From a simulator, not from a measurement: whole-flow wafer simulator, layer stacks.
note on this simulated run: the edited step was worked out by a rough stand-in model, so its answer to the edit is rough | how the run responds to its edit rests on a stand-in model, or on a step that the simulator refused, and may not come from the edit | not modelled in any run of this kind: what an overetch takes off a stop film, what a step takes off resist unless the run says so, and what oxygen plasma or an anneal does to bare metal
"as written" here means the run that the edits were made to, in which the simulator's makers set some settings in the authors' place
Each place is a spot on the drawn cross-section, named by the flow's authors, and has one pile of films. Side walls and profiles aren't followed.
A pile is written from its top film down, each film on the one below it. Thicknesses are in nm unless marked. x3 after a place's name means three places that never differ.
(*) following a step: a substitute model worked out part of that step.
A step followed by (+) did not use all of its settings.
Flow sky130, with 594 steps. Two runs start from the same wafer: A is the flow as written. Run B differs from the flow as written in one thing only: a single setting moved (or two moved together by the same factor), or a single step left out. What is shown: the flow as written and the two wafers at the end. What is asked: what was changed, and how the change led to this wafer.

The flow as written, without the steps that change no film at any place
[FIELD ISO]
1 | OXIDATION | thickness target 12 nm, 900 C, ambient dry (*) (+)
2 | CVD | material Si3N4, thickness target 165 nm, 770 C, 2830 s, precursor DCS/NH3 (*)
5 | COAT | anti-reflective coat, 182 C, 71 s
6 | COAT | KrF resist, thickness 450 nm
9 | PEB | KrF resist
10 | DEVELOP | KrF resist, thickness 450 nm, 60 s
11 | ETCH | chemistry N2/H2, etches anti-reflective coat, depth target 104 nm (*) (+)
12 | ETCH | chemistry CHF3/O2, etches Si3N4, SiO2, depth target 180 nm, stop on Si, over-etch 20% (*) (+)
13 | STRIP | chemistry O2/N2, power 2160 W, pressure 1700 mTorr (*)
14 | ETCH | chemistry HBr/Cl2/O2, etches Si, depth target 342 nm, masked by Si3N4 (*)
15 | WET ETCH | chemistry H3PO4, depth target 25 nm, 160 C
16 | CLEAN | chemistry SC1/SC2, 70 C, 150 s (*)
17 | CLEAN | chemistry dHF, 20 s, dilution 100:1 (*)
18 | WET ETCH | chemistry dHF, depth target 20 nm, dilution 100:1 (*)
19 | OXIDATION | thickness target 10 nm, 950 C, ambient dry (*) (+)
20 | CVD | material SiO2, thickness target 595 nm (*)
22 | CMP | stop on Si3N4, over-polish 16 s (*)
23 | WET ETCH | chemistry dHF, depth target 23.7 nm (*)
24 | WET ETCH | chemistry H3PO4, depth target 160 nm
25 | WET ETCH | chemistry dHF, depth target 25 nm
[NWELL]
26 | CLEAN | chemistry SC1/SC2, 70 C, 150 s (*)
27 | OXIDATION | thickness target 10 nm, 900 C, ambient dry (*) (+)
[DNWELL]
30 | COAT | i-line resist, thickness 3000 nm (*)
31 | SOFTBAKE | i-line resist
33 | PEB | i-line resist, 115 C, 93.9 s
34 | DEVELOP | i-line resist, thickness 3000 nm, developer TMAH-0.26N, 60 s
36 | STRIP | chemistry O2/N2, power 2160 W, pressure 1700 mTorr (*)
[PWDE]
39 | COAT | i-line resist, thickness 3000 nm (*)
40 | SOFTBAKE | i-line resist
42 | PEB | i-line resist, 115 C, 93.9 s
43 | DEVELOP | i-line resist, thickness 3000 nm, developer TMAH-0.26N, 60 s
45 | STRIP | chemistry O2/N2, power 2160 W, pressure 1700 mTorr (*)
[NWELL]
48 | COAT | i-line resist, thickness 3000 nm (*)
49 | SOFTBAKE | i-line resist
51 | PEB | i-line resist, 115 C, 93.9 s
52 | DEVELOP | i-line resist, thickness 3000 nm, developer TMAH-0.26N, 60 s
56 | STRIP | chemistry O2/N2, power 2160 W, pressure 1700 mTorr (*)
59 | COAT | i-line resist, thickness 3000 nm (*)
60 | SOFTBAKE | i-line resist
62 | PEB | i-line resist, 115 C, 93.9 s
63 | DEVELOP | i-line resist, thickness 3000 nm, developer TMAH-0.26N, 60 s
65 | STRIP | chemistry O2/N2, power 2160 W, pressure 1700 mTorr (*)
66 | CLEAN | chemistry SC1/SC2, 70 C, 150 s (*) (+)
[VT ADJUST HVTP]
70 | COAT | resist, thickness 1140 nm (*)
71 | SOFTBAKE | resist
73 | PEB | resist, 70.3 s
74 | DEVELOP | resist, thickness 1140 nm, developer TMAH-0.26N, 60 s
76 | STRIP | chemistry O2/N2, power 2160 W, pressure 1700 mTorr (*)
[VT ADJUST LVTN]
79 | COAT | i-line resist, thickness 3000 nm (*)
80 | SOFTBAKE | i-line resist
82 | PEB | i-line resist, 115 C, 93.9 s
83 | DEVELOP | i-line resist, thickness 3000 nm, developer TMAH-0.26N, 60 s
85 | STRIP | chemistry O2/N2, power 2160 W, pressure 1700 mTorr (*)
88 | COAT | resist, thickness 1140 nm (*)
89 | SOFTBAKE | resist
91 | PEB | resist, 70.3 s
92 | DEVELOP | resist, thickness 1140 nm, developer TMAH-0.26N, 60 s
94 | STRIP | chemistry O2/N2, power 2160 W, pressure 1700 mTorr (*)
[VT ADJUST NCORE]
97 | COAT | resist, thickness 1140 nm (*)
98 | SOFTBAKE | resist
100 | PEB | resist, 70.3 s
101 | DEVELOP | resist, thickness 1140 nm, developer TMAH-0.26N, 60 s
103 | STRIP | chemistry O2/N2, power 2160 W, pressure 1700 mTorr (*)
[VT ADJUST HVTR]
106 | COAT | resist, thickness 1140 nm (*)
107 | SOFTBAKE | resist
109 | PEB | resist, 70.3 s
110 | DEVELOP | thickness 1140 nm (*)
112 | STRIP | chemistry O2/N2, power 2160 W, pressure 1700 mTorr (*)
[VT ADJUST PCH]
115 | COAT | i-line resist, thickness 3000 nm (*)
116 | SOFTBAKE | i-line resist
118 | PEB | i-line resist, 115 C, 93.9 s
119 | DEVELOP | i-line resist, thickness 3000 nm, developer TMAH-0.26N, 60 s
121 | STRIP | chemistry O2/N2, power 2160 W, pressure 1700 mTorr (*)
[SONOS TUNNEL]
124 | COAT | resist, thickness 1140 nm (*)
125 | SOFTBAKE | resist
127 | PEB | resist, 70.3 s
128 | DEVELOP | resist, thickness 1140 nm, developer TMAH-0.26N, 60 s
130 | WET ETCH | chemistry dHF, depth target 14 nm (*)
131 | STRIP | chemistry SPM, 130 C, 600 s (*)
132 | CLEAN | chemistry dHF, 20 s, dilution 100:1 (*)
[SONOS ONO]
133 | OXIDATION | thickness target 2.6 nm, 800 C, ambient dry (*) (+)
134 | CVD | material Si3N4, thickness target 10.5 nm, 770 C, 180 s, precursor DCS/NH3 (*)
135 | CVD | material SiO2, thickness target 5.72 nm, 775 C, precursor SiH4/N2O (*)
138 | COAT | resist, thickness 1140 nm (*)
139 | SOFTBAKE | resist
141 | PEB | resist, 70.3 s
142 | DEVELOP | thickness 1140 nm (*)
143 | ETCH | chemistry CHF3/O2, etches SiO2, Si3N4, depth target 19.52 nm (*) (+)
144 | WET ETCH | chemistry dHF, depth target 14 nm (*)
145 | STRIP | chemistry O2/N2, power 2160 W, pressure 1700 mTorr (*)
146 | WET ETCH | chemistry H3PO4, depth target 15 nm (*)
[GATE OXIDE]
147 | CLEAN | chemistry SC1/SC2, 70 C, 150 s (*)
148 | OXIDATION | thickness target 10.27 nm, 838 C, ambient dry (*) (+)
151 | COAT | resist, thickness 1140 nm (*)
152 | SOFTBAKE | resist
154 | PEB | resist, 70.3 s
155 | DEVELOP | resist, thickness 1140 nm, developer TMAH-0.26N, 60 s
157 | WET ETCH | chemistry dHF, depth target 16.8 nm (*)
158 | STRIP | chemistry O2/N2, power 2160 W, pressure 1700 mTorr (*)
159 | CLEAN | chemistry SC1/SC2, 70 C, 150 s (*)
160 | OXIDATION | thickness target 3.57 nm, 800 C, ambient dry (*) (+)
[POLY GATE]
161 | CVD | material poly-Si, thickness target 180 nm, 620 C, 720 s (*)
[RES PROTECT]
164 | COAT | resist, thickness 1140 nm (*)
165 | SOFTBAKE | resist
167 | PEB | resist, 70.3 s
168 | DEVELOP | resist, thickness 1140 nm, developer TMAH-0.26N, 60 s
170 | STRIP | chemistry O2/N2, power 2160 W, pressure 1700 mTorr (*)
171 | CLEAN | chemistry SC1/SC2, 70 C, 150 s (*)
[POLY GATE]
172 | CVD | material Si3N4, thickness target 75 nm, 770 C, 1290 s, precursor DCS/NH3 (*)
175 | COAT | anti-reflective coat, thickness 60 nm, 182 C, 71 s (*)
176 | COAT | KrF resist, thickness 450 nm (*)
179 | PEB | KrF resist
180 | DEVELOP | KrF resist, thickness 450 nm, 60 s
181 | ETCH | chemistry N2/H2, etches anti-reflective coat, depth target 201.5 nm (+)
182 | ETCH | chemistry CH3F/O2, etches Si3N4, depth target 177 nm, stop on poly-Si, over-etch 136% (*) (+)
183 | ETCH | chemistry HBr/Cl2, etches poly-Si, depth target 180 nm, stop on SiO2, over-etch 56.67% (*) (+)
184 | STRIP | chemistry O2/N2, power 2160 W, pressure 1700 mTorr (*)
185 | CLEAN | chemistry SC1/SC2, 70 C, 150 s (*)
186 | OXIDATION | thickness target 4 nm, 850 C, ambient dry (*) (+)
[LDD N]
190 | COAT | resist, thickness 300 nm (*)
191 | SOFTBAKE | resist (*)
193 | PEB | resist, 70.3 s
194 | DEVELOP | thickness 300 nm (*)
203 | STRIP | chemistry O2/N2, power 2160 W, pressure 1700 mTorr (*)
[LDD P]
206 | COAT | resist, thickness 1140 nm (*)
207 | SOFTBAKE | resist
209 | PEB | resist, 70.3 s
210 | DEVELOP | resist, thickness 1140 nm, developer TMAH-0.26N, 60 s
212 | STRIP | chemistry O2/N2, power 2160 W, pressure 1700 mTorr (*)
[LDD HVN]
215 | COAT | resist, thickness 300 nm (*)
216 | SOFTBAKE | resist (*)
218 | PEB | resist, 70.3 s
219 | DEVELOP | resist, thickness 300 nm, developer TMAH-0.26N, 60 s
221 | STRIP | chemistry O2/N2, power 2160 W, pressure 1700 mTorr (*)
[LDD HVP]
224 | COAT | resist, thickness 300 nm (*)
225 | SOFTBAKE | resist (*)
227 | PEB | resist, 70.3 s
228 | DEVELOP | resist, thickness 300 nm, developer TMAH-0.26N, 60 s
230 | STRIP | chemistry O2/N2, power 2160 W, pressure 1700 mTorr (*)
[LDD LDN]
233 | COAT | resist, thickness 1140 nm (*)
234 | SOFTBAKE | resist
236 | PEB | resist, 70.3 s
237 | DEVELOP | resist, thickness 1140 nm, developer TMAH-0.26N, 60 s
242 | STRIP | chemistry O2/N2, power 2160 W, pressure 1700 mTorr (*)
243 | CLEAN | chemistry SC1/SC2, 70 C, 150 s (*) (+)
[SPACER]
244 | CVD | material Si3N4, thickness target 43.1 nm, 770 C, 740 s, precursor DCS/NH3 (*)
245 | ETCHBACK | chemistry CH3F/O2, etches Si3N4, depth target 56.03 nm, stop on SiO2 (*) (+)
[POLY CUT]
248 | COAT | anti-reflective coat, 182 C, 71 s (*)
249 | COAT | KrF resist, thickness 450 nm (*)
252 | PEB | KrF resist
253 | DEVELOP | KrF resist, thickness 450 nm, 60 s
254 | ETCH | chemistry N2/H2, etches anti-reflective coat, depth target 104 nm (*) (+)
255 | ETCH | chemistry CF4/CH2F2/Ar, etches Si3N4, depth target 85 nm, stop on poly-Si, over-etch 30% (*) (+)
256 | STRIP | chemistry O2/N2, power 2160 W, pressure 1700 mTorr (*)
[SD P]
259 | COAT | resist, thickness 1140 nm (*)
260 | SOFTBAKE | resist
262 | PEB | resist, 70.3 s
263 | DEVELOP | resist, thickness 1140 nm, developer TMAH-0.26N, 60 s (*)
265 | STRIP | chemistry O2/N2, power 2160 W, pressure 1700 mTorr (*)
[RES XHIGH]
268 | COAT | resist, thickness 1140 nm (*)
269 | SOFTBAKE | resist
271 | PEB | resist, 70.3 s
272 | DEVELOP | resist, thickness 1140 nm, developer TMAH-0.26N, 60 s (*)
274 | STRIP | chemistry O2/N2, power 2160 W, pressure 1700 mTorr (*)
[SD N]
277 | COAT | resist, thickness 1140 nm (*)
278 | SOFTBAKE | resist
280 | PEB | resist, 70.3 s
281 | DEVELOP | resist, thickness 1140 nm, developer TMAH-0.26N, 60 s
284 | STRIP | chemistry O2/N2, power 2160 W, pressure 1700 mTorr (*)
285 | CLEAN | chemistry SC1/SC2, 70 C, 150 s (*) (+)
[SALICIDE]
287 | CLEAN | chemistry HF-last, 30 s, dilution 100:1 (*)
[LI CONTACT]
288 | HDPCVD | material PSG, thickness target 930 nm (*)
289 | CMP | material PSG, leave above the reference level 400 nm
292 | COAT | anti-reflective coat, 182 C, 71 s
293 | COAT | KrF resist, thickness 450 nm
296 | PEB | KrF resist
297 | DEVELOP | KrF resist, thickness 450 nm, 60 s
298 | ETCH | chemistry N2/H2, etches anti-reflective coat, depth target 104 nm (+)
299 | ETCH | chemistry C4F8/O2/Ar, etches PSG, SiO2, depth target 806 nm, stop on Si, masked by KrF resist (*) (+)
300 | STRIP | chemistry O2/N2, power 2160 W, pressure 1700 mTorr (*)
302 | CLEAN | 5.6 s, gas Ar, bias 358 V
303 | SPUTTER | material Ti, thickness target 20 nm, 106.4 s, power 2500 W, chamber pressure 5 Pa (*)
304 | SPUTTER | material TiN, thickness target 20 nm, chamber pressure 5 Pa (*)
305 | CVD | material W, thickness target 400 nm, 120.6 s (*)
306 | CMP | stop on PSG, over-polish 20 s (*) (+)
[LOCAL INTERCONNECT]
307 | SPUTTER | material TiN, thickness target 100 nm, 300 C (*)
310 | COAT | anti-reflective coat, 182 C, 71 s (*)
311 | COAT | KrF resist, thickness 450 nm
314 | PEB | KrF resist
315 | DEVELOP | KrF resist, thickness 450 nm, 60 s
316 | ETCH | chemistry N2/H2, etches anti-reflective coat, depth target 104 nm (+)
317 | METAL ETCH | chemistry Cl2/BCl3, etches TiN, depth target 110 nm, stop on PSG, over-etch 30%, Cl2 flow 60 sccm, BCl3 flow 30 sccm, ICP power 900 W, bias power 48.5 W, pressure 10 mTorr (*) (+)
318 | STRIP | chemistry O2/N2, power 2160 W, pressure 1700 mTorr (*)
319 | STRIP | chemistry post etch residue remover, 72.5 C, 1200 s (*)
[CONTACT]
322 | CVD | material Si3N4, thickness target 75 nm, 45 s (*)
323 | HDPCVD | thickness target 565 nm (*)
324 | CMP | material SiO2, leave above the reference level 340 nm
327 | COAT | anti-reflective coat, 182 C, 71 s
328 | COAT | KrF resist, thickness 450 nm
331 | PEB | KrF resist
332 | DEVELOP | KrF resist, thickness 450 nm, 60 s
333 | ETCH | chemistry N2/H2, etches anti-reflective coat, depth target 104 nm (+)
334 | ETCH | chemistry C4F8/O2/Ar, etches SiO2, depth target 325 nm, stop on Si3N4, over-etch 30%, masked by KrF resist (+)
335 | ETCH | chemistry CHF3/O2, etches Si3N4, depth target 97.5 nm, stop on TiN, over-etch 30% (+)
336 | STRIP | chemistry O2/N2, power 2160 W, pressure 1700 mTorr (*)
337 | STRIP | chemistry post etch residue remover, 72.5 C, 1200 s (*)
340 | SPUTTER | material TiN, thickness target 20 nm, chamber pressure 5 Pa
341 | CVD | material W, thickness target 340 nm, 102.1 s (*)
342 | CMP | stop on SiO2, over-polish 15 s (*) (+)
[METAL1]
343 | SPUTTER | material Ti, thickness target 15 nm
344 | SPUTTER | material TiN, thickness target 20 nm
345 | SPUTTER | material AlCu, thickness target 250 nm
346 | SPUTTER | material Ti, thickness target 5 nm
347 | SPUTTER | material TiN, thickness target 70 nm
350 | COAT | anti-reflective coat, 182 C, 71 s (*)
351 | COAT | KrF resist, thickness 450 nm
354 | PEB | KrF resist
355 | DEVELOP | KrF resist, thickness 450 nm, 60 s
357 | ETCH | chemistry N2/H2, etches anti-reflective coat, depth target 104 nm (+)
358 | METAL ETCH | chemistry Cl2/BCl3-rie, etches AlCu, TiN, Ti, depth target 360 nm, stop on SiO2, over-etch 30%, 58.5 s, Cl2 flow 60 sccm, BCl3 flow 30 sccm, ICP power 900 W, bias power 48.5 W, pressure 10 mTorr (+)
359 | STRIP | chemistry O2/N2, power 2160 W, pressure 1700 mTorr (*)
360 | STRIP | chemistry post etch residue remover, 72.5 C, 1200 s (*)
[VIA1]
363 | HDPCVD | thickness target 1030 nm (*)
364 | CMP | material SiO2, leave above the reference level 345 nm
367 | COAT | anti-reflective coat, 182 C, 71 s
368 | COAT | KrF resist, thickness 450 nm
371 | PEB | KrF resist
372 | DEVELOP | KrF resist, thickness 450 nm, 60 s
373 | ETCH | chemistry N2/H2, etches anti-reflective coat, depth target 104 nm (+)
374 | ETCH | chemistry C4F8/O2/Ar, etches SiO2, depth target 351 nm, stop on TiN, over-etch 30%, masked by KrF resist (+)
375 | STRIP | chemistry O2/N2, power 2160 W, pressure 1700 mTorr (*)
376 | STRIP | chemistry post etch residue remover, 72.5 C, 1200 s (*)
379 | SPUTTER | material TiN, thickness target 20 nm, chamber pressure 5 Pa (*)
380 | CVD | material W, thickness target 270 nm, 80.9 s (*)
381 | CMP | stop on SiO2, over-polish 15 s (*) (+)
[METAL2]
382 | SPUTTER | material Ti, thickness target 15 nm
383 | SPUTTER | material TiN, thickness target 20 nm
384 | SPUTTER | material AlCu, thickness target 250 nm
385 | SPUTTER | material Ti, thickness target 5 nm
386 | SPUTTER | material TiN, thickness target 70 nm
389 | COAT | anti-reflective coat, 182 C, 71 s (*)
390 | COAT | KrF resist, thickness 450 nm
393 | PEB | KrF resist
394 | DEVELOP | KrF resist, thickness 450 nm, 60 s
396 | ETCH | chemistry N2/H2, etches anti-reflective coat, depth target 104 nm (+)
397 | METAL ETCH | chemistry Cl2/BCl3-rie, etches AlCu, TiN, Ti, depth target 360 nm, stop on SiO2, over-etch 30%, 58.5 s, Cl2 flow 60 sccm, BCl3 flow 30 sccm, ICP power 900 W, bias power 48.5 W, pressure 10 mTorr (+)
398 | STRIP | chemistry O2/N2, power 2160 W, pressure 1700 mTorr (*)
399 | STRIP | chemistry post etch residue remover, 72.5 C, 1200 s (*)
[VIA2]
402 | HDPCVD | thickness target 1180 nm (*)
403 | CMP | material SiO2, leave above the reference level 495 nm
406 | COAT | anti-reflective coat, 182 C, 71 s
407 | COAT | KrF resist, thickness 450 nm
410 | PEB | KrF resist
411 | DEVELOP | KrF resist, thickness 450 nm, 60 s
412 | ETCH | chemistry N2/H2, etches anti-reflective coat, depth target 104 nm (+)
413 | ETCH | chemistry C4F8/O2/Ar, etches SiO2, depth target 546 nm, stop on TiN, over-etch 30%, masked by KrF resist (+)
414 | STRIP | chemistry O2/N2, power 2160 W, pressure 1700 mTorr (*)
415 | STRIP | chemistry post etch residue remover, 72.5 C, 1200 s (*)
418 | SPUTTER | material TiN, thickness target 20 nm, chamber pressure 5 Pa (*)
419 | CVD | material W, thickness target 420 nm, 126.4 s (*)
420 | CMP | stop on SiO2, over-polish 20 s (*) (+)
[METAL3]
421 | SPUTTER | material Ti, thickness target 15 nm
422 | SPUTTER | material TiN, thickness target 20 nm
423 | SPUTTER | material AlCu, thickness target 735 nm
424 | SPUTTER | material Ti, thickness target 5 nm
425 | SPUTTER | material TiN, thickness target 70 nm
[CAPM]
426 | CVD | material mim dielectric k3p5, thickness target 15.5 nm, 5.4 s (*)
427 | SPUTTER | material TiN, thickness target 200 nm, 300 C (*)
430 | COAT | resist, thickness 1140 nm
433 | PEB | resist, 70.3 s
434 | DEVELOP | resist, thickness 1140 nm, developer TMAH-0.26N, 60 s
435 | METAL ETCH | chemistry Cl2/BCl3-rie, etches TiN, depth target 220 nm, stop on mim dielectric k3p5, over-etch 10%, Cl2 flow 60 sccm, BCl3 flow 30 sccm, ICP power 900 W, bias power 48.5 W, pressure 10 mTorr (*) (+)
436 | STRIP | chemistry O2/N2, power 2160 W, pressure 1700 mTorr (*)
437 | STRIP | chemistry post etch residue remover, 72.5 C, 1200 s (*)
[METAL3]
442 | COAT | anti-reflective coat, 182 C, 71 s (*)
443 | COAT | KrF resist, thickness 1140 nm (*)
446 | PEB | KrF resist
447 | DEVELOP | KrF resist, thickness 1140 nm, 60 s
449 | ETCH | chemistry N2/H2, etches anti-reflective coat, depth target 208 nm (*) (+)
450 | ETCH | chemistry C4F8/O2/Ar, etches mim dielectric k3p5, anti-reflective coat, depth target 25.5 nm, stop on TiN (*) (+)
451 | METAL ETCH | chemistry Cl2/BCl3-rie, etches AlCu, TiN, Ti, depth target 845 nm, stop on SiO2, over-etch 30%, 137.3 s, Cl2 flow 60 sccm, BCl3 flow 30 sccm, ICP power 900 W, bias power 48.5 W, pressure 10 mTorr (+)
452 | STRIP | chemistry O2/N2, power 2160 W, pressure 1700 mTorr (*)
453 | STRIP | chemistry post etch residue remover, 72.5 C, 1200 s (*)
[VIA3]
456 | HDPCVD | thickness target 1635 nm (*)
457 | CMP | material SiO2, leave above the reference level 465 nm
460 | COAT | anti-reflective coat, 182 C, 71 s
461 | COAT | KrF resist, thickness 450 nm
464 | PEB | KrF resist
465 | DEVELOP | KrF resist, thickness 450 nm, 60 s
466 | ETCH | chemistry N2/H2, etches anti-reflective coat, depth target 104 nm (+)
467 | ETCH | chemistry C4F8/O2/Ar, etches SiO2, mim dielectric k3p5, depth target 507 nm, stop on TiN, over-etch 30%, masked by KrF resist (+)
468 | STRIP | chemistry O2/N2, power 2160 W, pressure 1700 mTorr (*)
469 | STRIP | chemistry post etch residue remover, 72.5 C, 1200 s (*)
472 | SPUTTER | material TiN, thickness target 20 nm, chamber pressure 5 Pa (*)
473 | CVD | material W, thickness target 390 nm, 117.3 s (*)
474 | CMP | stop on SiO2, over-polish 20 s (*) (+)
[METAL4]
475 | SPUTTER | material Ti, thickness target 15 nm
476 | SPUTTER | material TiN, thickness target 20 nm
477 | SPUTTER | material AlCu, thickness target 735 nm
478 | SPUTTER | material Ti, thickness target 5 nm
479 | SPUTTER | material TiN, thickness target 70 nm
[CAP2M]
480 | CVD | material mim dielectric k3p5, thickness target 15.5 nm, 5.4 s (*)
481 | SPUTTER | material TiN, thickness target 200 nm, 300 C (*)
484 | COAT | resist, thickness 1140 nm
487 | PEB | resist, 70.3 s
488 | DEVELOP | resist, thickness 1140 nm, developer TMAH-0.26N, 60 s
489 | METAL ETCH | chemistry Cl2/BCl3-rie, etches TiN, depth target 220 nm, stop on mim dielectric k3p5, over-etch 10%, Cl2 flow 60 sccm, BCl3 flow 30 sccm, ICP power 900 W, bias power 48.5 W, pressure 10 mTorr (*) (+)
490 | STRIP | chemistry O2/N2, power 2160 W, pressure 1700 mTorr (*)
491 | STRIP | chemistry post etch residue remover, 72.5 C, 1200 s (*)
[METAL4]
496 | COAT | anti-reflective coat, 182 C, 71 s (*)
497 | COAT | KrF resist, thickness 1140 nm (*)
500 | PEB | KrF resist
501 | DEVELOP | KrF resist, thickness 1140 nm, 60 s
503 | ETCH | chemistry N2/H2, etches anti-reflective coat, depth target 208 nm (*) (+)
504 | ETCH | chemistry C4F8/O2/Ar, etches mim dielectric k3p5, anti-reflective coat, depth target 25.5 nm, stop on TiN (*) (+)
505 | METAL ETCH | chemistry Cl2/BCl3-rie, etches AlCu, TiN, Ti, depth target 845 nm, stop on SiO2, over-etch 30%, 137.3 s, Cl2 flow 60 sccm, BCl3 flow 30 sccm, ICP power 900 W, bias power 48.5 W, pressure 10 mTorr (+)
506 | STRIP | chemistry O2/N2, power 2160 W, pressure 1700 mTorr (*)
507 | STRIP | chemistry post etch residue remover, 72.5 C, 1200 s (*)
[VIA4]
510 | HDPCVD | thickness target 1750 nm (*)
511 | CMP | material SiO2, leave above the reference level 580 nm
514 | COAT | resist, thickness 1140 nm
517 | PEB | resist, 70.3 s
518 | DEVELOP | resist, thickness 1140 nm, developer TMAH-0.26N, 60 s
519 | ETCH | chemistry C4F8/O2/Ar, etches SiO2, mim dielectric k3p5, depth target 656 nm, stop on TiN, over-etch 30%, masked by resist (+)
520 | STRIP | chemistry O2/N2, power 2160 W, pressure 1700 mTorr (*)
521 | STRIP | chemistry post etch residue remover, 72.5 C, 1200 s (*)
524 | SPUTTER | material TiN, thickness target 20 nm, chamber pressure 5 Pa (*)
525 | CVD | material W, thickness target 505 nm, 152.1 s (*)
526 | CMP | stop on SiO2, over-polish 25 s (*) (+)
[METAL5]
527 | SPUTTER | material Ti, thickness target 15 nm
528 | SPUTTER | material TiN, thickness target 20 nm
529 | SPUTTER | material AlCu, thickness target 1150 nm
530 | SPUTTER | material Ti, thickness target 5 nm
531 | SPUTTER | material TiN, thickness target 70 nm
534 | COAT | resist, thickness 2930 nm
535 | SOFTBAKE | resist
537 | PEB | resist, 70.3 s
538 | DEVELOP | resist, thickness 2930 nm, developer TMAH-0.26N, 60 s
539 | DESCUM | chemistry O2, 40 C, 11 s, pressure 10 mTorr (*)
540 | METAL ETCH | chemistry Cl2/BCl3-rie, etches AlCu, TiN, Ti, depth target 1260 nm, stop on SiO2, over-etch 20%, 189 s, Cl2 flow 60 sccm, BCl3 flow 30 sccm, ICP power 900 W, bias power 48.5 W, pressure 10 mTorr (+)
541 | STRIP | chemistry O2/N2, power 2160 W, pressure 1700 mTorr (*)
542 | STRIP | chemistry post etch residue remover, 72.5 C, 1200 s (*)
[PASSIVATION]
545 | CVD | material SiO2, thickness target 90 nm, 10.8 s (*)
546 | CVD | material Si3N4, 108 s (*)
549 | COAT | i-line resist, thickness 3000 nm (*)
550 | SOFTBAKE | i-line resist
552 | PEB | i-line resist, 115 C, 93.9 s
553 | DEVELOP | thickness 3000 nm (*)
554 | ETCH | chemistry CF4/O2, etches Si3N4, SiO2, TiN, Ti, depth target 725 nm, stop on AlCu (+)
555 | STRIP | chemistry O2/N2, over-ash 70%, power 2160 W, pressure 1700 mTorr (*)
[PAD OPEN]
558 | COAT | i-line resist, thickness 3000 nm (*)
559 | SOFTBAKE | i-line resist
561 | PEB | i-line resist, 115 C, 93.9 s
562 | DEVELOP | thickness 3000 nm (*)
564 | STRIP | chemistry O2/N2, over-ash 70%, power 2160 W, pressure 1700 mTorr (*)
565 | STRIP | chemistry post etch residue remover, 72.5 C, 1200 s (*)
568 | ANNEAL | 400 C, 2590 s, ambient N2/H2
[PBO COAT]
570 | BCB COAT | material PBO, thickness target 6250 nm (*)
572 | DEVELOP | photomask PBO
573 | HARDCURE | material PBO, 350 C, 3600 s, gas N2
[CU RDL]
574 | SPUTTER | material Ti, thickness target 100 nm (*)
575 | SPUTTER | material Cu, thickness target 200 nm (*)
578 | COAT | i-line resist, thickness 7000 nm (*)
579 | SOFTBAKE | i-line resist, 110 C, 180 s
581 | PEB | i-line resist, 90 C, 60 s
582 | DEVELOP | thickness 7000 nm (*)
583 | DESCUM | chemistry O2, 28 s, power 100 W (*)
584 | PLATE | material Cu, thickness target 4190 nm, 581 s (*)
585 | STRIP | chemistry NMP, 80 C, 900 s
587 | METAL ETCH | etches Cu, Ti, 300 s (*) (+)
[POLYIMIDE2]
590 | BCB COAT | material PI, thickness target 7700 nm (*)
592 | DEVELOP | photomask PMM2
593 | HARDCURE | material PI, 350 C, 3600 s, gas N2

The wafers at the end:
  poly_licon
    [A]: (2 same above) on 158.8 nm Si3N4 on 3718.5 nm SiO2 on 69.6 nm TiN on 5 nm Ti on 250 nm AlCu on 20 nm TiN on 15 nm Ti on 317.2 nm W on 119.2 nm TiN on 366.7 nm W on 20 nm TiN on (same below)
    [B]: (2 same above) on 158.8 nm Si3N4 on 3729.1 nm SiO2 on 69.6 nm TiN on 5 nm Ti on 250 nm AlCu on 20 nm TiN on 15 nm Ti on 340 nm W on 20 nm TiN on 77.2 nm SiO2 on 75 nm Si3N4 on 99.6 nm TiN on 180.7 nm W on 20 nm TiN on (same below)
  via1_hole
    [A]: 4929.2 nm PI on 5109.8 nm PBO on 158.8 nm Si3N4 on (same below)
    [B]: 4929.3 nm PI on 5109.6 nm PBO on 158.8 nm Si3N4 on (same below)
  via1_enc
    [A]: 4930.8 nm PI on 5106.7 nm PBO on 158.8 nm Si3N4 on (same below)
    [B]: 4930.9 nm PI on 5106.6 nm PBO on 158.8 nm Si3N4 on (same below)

Cause: step 305, CVD: thickness target 180 nm was run, though the flow has thickness target 400 nm; step 305, CVD: 54.25 s was run, where the flow has 120.6 s.

Step by step, how the change led to this:
  305 | CVD | material W, thickness target 400 nm, 120.6 s (*)
      field, active, n_well and 185 more: A +400 W (new film) | B +180.7 W (new film)
      ndiff_licon: A +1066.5 W (new film) | B +847.2 W (new film)
      (also at 2 further places)
  306 | CMP | stop on PSG, over-polish 20 s (*) (+)
      poly_licon: A -33.3 W | B nothing
      field, active, n_well and 184 more: A -400 W (all of it), -20 TiN (all of it), -20 Ti (all of it), -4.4 PSG | B -180.7 W (all of it), -20 TiN (all of it), -20 Ti (all of it), -4.4 PSG
      (also at 3 further places)
  310 | COAT | anti-reflective coat, 182 C, 71 s (*)
      poly_licon: A +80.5 anti-reflective coat (new film) | B +266.5 anti-reflective coat (new film)
  318 | STRIP | chemistry O2/N2, power 2160 W, pressure 1700 mTorr (*)
      poly_licon: A -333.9 KrF resist (all of it), -80.5 anti-reflective coat (all of it) | B -333.9 KrF resist (all of it), -266.5 anti-reflective coat (all of it)
  324 | CMP | material SiO2, leave above the reference level 340 nm
      poly_licon: A -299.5 SiO2 | B -113.5 SiO2
  334 | ETCH | chemistry C4F8/O2/Ar, etches SiO2, depth target 325 nm, stop on Si3N4, over-etch 30%, masked by KrF resist (+)
      poly_licon: A -264.9 SiO2 (all of it) | B -325 SiO2
  335 | ETCH | chemistry CHF3/O2, etches Si3N4, depth target 97.5 nm, stop on TiN, over-etch 30% (+)
      poly_licon: A -75 Si3N4 (all of it) | B -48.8 SiO2
  340 | SPUTTER | material TiN, thickness target 20 nm, chamber pressure 5 Pa
      poly_licon: A +20 TiN | B +20 TiN (new film)
  342 | CMP | stop on SiO2, over-polish 15 s (*) (+)
      poly_licon: A -22.8 W | B nothing
  350 | COAT | anti-reflective coat, 182 C, 71 s (*)
      poly_licon: A +80.5 anti-reflective coat (new film) | B +91.1 anti-reflective coat (new film)
  359 | STRIP | chemistry O2/N2, power 2160 W, pressure 1700 mTorr (*)
      poly_licon: A -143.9 KrF resist (all of it), -80.5 anti-reflective coat (all of it) | B -143.9 KrF resist (all of it), -91.1 anti-reflective coat (all of it)
If metal films that touch count as one body, poly_licon has 3 bodies (between them, from the top down: SiO2 77.2 / Si3N4 75; void 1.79); the flow as written gives 2 bodies (between them, from the top down: void 1.79).
